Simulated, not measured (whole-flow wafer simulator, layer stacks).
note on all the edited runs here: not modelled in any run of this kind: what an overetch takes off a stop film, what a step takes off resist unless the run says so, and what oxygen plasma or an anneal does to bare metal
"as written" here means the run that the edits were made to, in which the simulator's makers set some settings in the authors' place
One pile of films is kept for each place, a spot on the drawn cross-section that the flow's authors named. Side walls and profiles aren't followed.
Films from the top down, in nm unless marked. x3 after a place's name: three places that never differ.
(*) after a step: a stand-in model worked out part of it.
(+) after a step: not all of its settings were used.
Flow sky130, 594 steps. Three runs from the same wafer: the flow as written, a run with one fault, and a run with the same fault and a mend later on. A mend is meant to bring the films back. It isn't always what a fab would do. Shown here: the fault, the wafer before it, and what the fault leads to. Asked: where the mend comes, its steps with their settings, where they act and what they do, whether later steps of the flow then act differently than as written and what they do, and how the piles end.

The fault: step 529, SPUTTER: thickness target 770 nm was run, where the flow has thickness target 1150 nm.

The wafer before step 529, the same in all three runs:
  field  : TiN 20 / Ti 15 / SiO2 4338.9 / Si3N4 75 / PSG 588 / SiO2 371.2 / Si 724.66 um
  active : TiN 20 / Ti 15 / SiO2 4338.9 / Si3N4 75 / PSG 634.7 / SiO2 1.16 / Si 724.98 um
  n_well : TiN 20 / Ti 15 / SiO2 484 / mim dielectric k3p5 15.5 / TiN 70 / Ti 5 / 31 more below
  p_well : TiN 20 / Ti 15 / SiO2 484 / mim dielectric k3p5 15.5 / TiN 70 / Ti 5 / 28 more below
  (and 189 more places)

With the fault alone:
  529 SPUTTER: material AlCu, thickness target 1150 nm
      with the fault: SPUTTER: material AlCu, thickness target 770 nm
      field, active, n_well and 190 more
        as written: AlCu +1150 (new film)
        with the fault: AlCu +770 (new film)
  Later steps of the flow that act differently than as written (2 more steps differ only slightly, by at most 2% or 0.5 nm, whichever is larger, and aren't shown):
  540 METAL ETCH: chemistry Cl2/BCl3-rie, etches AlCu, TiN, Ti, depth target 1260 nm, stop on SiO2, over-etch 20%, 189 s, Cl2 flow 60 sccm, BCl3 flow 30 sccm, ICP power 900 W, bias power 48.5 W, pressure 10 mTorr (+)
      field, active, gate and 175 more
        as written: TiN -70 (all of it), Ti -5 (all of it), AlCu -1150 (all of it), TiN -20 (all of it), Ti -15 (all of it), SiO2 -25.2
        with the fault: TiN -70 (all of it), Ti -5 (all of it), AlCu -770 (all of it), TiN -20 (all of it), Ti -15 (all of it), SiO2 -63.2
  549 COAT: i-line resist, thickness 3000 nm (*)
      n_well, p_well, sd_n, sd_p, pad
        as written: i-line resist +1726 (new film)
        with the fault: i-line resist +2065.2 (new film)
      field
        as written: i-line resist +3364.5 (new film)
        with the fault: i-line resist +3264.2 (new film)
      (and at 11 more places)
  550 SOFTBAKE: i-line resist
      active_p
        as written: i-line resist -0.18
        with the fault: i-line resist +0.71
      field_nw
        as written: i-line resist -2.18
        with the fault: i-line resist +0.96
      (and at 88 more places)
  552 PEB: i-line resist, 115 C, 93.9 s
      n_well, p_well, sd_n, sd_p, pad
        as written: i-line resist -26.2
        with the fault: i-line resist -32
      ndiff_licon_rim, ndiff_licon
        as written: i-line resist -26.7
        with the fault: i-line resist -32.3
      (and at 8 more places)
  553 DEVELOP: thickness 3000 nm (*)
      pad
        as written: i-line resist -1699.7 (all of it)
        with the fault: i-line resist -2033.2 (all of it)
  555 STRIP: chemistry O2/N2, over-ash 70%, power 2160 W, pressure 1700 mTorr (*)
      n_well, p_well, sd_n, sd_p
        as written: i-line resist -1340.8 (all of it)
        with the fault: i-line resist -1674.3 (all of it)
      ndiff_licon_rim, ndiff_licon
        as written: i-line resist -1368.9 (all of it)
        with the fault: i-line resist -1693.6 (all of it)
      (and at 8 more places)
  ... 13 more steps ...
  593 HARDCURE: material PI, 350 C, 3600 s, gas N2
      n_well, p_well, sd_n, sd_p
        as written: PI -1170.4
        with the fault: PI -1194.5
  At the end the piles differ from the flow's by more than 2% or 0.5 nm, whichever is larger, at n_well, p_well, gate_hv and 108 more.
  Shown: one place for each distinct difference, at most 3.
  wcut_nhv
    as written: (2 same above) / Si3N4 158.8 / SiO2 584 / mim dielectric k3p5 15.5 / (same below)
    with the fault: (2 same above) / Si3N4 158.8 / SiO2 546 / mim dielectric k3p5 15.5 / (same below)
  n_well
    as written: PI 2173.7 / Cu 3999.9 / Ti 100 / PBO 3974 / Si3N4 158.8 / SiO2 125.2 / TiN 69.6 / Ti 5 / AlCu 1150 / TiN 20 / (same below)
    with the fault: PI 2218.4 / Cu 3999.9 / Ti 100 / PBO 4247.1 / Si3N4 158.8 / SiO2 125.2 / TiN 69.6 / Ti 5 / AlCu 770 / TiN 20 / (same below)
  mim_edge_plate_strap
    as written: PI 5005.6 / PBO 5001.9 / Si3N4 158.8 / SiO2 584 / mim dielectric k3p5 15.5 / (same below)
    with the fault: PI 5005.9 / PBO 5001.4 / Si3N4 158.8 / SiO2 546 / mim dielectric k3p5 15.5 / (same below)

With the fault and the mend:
  The mend comes after step 529.
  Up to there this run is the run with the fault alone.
  529a SPUTTER: material AlCu, thickness target 380 nm (the flow's step 529 once more, with other settings)
      field, active, n_well and 190 more
        AlCu +380
  No later step of the flow acts differently than as written at any place that is followed.
  At the end the piles are the same as the flow's at every place that both follow.
